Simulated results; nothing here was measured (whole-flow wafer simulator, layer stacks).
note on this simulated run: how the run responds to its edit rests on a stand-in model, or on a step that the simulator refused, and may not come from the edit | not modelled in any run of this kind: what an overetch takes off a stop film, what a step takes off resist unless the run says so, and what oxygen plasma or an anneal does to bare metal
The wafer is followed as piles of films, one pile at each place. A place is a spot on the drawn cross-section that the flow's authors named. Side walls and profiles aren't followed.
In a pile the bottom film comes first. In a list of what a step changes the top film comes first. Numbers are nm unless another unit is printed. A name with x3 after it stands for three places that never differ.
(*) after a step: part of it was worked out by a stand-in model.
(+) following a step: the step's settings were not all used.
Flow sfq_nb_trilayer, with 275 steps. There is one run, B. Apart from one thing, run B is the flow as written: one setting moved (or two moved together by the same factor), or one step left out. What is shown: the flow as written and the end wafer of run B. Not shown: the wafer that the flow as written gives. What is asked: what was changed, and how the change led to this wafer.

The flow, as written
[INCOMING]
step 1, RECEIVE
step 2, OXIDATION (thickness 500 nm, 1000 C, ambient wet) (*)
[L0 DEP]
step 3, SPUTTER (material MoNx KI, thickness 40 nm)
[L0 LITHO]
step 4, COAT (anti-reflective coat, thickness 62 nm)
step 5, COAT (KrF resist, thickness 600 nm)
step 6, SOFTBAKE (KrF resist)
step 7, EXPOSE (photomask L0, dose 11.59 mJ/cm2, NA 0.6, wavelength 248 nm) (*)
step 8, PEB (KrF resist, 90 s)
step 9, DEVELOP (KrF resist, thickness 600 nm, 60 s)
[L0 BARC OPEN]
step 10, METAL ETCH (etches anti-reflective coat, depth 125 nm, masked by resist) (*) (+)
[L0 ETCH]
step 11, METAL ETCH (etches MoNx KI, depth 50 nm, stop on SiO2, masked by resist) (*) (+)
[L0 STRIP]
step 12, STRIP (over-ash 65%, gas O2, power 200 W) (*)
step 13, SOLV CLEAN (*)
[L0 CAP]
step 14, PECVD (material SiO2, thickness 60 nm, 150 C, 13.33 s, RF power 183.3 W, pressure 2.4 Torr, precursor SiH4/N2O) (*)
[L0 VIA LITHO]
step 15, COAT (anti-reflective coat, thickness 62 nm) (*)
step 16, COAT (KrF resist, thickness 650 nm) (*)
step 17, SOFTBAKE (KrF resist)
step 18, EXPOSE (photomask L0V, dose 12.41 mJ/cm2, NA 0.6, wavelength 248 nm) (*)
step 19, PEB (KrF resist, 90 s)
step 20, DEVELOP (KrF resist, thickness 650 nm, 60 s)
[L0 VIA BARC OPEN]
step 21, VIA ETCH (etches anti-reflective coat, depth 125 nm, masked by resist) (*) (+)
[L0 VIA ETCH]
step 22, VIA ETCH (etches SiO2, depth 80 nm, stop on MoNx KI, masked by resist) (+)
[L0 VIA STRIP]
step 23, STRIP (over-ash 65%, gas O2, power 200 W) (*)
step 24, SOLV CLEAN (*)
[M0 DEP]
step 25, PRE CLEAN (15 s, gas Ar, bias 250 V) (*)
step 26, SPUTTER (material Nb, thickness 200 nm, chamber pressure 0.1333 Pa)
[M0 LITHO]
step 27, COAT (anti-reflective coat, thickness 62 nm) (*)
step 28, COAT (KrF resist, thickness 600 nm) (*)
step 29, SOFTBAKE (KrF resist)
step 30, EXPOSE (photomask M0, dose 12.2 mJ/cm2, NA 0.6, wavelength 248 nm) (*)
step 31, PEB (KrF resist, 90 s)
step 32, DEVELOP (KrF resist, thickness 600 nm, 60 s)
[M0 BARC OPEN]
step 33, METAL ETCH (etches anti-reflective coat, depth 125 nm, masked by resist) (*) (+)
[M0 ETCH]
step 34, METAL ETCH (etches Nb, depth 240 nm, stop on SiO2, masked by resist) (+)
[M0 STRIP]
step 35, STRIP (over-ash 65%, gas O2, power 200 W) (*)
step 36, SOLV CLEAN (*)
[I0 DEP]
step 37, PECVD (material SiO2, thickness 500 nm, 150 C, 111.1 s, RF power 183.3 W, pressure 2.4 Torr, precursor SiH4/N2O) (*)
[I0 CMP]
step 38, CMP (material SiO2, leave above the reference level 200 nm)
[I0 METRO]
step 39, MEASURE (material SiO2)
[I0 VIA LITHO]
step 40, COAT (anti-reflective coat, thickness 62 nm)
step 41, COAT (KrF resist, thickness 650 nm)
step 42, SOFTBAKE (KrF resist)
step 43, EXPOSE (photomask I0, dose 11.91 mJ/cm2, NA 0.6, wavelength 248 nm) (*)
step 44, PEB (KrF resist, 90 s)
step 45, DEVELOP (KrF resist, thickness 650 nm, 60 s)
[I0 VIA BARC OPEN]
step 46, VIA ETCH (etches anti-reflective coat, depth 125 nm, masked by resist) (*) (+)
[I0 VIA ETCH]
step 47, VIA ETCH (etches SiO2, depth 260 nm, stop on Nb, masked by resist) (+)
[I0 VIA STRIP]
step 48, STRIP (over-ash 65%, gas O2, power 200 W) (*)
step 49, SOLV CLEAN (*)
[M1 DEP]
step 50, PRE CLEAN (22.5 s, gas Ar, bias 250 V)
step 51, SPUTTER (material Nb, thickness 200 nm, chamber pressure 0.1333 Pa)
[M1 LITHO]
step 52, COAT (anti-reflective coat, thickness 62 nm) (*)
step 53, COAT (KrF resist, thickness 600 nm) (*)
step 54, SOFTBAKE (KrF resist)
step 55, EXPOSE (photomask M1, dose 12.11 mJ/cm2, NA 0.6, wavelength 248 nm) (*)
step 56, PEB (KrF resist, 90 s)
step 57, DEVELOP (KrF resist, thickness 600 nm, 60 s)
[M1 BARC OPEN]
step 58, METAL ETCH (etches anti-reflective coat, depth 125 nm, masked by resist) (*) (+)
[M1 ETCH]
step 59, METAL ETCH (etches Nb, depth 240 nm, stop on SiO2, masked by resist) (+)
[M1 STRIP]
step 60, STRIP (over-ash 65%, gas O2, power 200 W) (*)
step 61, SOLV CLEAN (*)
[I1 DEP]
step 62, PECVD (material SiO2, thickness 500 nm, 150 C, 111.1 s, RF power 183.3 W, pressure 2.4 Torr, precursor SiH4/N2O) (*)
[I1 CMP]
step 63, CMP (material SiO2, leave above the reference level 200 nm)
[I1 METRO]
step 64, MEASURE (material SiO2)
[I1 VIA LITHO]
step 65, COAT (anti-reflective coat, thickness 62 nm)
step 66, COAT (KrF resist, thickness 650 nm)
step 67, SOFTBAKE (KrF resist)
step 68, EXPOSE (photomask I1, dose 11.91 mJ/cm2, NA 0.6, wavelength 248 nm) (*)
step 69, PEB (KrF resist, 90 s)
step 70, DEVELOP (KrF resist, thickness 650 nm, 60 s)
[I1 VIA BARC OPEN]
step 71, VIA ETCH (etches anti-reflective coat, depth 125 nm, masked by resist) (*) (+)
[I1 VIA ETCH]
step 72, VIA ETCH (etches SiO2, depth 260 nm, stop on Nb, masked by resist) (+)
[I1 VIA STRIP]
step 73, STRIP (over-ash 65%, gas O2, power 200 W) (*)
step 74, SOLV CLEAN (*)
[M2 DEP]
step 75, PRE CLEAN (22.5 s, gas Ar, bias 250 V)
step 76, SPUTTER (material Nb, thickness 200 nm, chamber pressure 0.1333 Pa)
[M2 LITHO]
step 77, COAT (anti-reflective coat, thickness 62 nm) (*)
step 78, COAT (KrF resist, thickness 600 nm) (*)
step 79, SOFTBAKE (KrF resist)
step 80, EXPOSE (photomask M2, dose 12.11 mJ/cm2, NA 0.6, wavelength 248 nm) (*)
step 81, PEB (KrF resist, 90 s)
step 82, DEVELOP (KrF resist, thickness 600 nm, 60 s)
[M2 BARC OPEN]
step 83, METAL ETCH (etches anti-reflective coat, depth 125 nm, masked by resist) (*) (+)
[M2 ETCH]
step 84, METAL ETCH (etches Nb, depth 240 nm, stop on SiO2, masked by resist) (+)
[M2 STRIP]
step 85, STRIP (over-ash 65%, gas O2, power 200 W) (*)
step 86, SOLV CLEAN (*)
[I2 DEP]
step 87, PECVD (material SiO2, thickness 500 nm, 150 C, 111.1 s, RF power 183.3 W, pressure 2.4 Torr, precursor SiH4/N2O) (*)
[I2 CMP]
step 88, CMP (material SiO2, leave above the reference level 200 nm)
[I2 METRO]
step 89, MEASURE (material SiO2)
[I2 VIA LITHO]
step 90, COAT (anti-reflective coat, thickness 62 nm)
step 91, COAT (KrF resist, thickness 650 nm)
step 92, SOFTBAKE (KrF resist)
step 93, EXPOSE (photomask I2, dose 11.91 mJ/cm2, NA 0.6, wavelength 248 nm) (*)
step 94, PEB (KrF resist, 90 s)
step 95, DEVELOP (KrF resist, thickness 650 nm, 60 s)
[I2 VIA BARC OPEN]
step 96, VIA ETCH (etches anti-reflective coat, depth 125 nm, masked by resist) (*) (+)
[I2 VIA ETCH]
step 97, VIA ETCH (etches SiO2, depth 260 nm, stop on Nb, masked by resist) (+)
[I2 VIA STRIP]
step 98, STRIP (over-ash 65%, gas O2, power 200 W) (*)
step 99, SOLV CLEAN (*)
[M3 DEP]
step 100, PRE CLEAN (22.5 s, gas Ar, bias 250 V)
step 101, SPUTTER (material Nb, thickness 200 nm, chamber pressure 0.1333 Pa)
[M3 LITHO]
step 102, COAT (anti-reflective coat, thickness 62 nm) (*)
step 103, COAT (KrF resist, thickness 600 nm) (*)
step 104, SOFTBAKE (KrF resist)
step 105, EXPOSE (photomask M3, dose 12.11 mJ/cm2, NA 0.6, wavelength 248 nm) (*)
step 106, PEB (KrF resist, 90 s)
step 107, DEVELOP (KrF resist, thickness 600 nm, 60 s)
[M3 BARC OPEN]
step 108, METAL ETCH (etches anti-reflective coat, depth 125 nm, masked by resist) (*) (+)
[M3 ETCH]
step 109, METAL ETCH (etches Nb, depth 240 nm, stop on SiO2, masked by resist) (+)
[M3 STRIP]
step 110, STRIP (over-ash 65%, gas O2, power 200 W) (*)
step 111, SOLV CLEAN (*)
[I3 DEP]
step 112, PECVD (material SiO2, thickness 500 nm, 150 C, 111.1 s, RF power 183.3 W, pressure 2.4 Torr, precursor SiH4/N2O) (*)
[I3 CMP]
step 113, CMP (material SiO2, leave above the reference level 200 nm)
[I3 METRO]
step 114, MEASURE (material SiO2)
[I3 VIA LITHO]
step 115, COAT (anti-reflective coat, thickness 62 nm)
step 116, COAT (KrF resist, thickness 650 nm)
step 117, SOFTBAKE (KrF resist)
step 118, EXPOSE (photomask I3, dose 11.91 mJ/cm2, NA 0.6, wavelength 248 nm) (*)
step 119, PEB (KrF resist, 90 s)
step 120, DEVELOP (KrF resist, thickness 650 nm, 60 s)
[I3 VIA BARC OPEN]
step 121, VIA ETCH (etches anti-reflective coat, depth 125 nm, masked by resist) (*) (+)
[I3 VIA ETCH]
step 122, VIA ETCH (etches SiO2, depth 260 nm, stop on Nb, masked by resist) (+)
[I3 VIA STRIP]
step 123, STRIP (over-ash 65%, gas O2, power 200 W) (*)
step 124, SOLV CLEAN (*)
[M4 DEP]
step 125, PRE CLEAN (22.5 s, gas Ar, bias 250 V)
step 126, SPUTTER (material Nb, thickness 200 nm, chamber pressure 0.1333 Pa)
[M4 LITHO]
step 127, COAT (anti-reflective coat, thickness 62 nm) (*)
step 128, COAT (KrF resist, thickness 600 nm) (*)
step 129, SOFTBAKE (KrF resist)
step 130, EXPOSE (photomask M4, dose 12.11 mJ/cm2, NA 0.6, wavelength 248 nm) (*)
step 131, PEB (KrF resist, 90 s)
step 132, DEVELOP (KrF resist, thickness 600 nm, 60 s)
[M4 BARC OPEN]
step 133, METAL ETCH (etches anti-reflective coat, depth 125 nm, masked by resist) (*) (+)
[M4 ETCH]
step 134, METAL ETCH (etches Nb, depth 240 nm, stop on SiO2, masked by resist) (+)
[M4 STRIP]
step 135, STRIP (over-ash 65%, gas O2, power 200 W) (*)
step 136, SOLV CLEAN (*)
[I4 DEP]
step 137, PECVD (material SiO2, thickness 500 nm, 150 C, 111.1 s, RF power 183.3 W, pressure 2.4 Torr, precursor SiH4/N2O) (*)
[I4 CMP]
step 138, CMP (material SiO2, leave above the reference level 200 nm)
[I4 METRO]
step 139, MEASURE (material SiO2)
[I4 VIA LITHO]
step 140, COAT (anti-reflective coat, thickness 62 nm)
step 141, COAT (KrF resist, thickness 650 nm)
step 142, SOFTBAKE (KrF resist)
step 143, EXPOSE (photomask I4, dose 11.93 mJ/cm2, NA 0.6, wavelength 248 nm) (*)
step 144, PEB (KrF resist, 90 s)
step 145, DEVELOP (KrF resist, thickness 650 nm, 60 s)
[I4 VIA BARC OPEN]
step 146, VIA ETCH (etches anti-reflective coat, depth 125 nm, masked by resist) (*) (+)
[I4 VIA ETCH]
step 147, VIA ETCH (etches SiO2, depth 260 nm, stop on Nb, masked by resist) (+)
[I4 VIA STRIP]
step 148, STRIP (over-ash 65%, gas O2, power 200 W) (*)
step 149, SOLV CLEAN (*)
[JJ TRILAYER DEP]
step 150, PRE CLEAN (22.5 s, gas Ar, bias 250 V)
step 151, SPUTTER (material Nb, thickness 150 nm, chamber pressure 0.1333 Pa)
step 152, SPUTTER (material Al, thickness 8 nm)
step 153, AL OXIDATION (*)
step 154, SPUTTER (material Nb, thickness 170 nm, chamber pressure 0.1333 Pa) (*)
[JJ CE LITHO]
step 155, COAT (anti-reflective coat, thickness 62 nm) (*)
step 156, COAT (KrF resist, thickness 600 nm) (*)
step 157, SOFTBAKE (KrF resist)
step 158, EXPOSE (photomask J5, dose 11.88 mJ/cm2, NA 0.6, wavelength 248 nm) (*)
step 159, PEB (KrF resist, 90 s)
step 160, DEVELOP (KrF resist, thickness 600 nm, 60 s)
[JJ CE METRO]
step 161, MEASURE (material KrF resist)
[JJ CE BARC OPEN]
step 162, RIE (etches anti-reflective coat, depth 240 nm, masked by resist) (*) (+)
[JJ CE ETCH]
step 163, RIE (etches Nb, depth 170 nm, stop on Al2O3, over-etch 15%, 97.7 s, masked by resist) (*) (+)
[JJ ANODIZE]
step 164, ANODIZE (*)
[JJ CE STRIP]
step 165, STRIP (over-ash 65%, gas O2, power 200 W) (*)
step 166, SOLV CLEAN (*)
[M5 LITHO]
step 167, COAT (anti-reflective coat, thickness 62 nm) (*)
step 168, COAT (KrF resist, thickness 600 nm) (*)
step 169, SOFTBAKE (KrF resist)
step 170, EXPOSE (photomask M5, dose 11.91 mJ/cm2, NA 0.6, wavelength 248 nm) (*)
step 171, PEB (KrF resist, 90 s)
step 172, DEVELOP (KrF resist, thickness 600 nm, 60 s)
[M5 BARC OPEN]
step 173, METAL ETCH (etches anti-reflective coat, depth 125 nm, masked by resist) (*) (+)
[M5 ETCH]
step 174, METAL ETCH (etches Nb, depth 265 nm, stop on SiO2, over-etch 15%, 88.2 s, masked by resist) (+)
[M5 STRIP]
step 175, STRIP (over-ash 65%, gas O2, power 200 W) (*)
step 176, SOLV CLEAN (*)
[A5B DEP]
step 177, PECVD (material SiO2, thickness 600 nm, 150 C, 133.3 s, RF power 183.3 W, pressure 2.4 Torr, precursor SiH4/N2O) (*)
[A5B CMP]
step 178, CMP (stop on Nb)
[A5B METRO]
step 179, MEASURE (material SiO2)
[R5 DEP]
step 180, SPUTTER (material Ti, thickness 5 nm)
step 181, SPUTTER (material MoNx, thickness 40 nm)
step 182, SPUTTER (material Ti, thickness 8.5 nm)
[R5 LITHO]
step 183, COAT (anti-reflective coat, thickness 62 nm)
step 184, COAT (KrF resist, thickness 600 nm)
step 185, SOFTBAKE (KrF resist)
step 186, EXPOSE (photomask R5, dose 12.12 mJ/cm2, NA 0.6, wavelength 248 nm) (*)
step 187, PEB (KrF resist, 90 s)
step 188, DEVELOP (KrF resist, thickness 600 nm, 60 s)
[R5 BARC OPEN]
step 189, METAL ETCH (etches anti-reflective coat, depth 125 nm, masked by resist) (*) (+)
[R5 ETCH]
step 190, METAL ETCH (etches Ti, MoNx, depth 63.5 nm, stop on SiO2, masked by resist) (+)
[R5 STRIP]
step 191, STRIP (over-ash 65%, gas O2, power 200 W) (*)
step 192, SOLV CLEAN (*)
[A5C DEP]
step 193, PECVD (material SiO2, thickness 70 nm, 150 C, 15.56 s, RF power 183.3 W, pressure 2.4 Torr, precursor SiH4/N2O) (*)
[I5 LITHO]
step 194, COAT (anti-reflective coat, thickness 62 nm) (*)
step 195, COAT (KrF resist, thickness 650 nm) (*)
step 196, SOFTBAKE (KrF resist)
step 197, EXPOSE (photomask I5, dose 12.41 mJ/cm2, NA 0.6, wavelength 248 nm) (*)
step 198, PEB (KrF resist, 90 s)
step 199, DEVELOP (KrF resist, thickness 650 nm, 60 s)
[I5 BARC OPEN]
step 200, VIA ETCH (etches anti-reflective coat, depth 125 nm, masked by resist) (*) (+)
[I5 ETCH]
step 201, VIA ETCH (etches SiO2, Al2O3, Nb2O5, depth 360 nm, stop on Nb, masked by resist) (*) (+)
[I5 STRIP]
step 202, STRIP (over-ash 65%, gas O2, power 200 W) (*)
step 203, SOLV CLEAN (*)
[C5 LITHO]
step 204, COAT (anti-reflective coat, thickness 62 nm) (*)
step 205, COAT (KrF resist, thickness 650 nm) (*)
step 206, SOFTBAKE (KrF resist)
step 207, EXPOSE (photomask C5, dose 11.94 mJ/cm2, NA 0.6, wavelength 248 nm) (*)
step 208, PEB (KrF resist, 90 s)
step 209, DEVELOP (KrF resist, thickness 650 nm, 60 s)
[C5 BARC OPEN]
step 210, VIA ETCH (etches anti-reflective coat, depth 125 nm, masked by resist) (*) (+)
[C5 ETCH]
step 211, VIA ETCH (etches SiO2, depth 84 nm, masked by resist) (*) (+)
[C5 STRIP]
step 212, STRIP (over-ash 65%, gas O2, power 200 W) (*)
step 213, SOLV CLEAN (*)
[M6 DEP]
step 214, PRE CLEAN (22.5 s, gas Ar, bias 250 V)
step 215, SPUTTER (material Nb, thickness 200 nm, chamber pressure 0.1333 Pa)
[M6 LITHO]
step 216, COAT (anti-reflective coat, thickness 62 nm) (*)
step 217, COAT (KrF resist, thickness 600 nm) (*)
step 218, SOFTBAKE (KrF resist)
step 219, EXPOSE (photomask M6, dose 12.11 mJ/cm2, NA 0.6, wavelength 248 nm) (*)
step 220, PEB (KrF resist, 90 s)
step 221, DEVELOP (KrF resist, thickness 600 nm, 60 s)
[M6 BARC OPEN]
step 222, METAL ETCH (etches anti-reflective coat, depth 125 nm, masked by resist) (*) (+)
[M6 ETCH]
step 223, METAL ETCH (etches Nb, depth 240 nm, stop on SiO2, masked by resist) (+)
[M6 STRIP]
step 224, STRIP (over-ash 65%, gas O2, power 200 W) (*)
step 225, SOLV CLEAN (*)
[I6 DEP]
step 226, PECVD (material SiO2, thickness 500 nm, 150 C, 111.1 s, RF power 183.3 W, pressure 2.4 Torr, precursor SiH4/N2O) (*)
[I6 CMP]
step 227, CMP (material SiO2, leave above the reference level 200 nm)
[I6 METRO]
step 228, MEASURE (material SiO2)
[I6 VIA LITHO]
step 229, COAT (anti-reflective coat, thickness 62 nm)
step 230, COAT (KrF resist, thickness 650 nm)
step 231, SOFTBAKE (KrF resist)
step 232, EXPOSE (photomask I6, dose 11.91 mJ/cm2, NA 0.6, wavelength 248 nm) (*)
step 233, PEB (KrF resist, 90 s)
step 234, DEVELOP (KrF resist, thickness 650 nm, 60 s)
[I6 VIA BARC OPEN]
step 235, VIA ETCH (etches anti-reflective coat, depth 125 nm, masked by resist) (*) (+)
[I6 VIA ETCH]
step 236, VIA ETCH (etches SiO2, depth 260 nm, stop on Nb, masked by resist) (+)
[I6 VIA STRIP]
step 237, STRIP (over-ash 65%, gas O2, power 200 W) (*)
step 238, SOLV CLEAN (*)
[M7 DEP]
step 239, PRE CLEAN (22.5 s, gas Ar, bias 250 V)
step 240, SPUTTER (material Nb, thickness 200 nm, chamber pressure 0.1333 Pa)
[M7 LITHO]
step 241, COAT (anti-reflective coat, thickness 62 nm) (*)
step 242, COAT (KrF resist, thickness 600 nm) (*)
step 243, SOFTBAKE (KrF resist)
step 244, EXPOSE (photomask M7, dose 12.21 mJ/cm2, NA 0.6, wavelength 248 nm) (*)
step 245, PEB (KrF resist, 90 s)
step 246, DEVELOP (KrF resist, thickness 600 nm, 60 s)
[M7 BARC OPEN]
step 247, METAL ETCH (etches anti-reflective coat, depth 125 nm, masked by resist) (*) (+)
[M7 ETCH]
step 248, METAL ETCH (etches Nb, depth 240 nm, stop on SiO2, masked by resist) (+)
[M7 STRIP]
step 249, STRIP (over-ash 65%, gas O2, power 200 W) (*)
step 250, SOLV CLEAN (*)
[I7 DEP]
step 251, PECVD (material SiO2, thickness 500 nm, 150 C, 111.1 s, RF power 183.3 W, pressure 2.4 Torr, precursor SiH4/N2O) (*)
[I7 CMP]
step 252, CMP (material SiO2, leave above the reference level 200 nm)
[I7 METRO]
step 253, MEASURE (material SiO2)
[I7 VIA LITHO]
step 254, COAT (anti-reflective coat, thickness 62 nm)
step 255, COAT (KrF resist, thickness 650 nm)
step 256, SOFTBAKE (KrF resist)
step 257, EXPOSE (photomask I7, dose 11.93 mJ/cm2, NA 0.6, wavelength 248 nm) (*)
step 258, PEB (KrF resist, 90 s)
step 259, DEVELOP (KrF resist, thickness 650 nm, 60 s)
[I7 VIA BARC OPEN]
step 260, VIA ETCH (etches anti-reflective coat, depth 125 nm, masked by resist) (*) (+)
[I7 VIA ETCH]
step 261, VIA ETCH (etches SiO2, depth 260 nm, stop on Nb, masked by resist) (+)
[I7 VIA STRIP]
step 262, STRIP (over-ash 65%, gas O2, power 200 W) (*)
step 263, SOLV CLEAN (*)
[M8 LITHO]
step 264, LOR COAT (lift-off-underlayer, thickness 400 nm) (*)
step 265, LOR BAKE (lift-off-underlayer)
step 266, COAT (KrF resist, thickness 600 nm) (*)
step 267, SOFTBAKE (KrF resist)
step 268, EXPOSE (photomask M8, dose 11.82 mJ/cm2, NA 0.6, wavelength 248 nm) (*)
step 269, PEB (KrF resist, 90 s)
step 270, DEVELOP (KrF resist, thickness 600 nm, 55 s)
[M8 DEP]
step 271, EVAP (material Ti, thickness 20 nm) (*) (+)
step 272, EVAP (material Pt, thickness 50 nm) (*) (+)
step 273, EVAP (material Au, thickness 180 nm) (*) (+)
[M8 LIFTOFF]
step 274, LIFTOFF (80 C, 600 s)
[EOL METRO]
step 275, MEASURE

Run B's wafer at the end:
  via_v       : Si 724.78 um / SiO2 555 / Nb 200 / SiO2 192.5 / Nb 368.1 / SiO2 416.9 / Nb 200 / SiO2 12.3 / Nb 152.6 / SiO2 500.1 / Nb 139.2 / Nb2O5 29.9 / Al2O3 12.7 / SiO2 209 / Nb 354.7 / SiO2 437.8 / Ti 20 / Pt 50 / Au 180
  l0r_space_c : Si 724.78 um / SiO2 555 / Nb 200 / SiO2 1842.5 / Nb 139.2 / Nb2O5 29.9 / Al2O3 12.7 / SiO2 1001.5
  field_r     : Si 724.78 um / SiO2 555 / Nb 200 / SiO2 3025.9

The reason: step 113, CMP: leave above the reference level 280 nm was run, while the flow as written has leave above the reference level 200 nm.

Step by step, how the change led to this:
  step 113, CMP (material SiO2, leave above the reference level 200 nm)
      field_l, be, be_sur and 64 more: SiO2 loses 20 (as written it would have been: SiO2 loses 100)
      v_sur, via_wl, via_wr and 27 more: SiO2 loses 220 (as written it would have been: SiO2 loses 300)
      (and at 9 other places as well)
  step 122, VIA ETCH (etches SiO2, depth 260 nm, stop on Nb, masked by resist) (+)
      via_v: SiO2 loses 260 (as written it would have been: SiO2 loses 199.8 (all of it))
  step 125, PRE CLEAN (22.5 s, gas Ar, bias 250 V)
      via_v: SiO2 loses 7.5 (as written it would have been: Nb loses 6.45)
  step 126, SPUTTER (material Nb, thickness 200 nm, chamber pressure 0.1333 Pa)
      via_v: Nb gains 152.6 (new film) (as written it would have been: Nb gains 165.5)
  step 127, COAT (anti-reflective coat, thickness 62 nm) (*)
      via_sp: anti-reflective coat gains 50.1 (new film) (as written it would have been: anti-reflective coat gains 53 (new film))
      via_v: anti-reflective coat gains 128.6 (new film) (as written it would have been: anti-reflective coat gains 124.8 (new film))
      (and at 1 other place as well)
  step 128, COAT (KrF resist, thickness 600 nm) (*)
      via_v: KrF resist gains 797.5 (new film) (as written it would have been: KrF resist gains 739.8 (new film))
  step 135, STRIP (over-ash 65%, gas O2, power 200 W) (*)
      via_sp: KrF resist loses 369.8 (all of it), anti-reflective coat loses 50.1 (all of it) (as written it would have been: KrF resist loses 373.9 (all of it), anti-reflective coat loses 53 (all of it))
      via_v: KrF resist loses 579.3 (all of it), anti-reflective coat loses 128.6 (all of it) (as written it would have been: KrF resist loses 521.8 (all of it), anti-reflective coat loses 124.8 (all of it))
      (and at 1 other place as well)
  step 137, PECVD (material SiO2, thickness 500 nm, 150 C, 111.1 s, RF power 183.3 W, pressure 2.4 Torr, precursor SiH4/N2O) (*)
      via_v: SiO2 gains 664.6 (new film) (as written it would have been: SiO2 gains 615 (new film))
  step 138, CMP (material SiO2, leave above the reference level 200 nm)
      via_v: SiO2 loses 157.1 (as written it would have been: SiO2 loses 181.6)
With metal films that touch counted as one body, via_v has 7 bodies (between them, from the top down: SiO2 437.8; SiO2 209 / Al2O3 12.7 / Nb2O5 29.9; SiO2 500.1; SiO2 12.3; SiO2 416.9; SiO2 192.5); the flow as written gives 6 bodies (between them, from the top down: SiO2 437.8; SiO2 209 / Al2O3 12.7 / Nb2O5 29.9; SiO2 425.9; SiO2 416.9; SiO2 192.5).
